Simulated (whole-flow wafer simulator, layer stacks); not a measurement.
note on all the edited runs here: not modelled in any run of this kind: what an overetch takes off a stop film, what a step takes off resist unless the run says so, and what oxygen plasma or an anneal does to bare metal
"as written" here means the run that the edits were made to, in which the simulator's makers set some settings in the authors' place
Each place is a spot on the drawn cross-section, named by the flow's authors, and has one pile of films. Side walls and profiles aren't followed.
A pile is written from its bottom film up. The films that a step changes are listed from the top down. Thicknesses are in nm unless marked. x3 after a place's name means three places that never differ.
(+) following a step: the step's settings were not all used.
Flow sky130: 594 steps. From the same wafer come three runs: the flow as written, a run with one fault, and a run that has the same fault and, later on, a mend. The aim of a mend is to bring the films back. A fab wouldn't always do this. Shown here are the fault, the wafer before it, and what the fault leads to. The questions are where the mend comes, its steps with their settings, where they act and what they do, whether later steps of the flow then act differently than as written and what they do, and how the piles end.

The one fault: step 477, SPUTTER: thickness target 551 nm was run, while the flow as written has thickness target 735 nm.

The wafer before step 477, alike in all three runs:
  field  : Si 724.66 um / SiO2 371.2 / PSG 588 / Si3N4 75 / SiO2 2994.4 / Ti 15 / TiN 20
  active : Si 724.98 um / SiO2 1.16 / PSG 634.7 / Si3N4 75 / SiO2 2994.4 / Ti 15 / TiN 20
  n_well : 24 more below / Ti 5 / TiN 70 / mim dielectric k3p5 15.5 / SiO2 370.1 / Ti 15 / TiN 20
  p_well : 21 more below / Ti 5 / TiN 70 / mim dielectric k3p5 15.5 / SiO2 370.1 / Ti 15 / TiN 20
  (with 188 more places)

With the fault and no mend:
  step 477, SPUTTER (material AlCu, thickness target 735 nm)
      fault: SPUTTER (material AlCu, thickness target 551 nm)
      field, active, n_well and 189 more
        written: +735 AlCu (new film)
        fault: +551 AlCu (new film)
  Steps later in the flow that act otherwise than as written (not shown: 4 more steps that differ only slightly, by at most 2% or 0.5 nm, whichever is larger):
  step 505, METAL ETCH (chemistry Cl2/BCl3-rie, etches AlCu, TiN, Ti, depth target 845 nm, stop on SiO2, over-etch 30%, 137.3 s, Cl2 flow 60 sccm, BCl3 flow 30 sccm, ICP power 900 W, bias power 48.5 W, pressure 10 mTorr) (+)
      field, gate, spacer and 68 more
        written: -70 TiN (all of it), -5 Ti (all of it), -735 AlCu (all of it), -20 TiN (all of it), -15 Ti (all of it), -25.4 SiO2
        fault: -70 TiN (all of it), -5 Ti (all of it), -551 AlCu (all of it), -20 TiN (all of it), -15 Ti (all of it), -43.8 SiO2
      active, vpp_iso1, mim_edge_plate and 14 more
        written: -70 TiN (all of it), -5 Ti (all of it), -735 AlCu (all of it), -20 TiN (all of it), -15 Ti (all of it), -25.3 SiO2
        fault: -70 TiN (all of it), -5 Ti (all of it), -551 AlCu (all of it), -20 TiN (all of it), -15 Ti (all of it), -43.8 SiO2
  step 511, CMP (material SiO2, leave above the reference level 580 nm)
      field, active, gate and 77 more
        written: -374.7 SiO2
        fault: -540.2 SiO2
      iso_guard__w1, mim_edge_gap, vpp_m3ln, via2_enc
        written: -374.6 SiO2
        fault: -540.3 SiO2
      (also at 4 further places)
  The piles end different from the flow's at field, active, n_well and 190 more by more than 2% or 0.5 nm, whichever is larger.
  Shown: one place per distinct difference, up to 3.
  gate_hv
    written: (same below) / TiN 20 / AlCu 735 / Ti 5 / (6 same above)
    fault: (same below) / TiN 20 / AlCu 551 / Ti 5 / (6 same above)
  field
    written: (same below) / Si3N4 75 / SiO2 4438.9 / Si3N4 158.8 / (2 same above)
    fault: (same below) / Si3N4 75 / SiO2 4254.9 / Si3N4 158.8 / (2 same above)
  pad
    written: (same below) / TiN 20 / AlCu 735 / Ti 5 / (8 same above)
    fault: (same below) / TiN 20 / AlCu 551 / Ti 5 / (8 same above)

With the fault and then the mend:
  The mend follows step 477.
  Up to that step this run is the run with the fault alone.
  step 477a, SPUTTER (material AlCu, thickness target 184 nm) (the flow's step 477, run once more with other settings)
      field, active, n_well and 189 more
        +184 AlCu
  Later steps of the flow that are run all act as written at every place that is followed.
  At every place that both follow, the piles at the end match the flow's.
